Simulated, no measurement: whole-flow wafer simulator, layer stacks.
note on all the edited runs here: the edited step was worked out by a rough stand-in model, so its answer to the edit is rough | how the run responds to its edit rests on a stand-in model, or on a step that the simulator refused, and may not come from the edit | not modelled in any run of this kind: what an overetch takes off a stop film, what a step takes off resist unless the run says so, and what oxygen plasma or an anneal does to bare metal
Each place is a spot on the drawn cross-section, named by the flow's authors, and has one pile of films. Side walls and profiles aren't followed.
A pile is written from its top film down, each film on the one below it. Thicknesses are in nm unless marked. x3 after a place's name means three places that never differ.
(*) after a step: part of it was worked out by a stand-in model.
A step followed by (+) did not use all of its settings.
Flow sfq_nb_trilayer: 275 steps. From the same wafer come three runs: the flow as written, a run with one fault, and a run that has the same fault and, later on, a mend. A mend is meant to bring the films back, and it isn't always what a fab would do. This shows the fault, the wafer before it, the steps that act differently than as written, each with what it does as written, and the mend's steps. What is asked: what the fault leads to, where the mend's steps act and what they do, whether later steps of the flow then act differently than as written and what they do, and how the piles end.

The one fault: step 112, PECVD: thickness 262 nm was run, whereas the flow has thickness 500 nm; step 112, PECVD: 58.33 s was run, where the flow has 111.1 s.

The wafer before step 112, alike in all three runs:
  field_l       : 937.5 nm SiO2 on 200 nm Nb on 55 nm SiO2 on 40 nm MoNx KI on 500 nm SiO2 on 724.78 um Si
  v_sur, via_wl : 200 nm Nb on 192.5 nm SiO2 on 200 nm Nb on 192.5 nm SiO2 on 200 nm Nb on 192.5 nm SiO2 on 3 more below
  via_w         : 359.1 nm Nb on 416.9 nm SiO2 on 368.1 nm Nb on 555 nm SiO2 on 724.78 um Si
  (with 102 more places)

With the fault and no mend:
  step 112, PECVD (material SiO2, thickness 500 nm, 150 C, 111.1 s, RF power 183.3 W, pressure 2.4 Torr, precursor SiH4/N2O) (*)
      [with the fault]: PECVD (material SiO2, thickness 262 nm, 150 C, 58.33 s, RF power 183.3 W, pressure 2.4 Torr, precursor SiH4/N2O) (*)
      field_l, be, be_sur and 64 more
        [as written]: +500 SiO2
        [with the fault]: +262 SiO2
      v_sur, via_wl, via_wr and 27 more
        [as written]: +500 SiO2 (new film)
        [with the fault]: +262 SiO2 (new film)
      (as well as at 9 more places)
  Steps later in the flow that act otherwise than as written (23 other steps are not shown; they differ only slightly, by no more than 2% or 0.5 nm, whichever is larger):
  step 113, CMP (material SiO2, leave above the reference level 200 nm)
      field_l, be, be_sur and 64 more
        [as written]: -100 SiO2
        [with the fault]: nothing
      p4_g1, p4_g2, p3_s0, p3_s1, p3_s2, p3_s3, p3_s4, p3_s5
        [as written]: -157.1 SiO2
        [with the fault]: nothing
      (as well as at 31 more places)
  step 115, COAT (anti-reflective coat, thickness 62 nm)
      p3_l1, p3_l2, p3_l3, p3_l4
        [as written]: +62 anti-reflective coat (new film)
        [with the fault]: +47 anti-reflective coat (new film)
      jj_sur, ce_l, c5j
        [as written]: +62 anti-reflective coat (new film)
        [with the fault]: +63.5 anti-reflective coat (new film)
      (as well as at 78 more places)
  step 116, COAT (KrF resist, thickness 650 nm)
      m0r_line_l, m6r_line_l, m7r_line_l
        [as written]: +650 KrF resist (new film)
        [with the fault]: +677.6 KrF resist (new film)
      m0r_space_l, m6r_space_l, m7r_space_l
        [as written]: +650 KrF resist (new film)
        [with the fault]: +667 KrF resist (new film)
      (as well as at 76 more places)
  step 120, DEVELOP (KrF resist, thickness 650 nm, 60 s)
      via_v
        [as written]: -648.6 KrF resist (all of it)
        [with the fault]: -598.5 KrF resist (all of it)
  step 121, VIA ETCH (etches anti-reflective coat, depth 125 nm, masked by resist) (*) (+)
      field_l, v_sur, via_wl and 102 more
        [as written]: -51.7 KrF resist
        [with the fault]: -42.4 KrF resist
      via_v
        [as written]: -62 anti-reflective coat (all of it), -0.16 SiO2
        [with the fault]: -50.9 anti-reflective coat (all of it), -0.13 SiO2
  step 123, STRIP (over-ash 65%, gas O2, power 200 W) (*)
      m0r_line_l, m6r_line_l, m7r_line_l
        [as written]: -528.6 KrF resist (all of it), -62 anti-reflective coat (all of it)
        [with the fault]: -565.4 KrF resist (all of it), -62.5 anti-reflective coat (all of it)
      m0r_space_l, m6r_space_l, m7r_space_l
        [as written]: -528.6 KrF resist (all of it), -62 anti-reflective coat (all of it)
        [with the fault]: -554.8 KrF resist (all of it), -79.6 anti-reflective coat (all of it)
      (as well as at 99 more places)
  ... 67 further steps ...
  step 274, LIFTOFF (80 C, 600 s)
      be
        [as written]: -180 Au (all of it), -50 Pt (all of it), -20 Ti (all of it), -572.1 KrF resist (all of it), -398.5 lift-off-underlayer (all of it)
        [with the fault]: -180 Au (all of it), -50 Pt (all of it), -20 Ti (all of it), -600.3 KrF resist (all of it), -601.3 lift-off-underlayer (all of it)
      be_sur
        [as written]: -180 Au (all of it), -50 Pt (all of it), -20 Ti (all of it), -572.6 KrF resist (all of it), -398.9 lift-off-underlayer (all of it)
        [with the fault]: -180 Au (all of it), -50 Pt (all of it), -20 Ti (all of it), -582.7 KrF resist (all of it), -376.4 lift-off-underlayer (all of it)
  By the end, the piles at via_w, be, be_sur and 46 more depart from the flow's by more than 2% or 0.5 nm, whichever is larger.
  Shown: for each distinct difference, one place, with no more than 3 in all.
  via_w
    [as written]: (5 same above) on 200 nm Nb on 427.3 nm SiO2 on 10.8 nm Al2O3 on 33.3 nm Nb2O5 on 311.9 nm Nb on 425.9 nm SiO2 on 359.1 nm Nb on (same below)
    [with the fault]: (5 same above) on 200 nm Nb on 495.5 nm SiO2 on 10.1 nm Al2O3 on 34.6 nm Nb2O5 on 110.8 nm Nb on 177.7 nm SiO2 on 163.4 nm Nb on 217.1 nm SiO2 on 359.1 nm Nb on (same below)
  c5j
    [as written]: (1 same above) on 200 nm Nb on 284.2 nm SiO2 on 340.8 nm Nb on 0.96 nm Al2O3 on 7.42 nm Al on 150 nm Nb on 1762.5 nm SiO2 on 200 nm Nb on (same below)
    [with the fault]: (1 same above) on 200 nm Nb on 293.3 nm SiO2 on 183.3 nm Nb on 16.4 nm SiO2 on 170 nm Nb on 0.96 nm Al2O3 on 7.42 nm Al on 150 nm Nb on 1724.5 nm SiO2 on 200 nm Nb on (same below)
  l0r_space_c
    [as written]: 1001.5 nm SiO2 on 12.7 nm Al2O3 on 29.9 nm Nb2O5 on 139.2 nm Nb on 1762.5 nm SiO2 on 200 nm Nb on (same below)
    [with the fault]: 1039.5 nm SiO2 on 12.7 nm Al2O3 on 29.9 nm Nb2O5 on 139.2 nm Nb on 1724.5 nm SiO2 on 200 nm Nb on (same below)

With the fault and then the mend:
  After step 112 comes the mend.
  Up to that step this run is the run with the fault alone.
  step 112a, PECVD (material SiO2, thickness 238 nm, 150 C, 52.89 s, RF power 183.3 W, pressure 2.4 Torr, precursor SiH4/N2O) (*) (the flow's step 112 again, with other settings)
      field_l, v_sur, via_wl and 102 more
        +238 SiO2
      via_w
        +265.2 SiO2
  Steps later in the flow that act otherwise than as written:
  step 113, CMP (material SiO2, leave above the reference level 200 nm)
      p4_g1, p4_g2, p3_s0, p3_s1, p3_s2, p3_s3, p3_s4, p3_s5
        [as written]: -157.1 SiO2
        [with the mend]: -100 SiO2
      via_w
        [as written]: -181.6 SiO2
        [with the mend]: -56.4 SiO2
  By the end, the piles equal the flow's at every place that both follow.
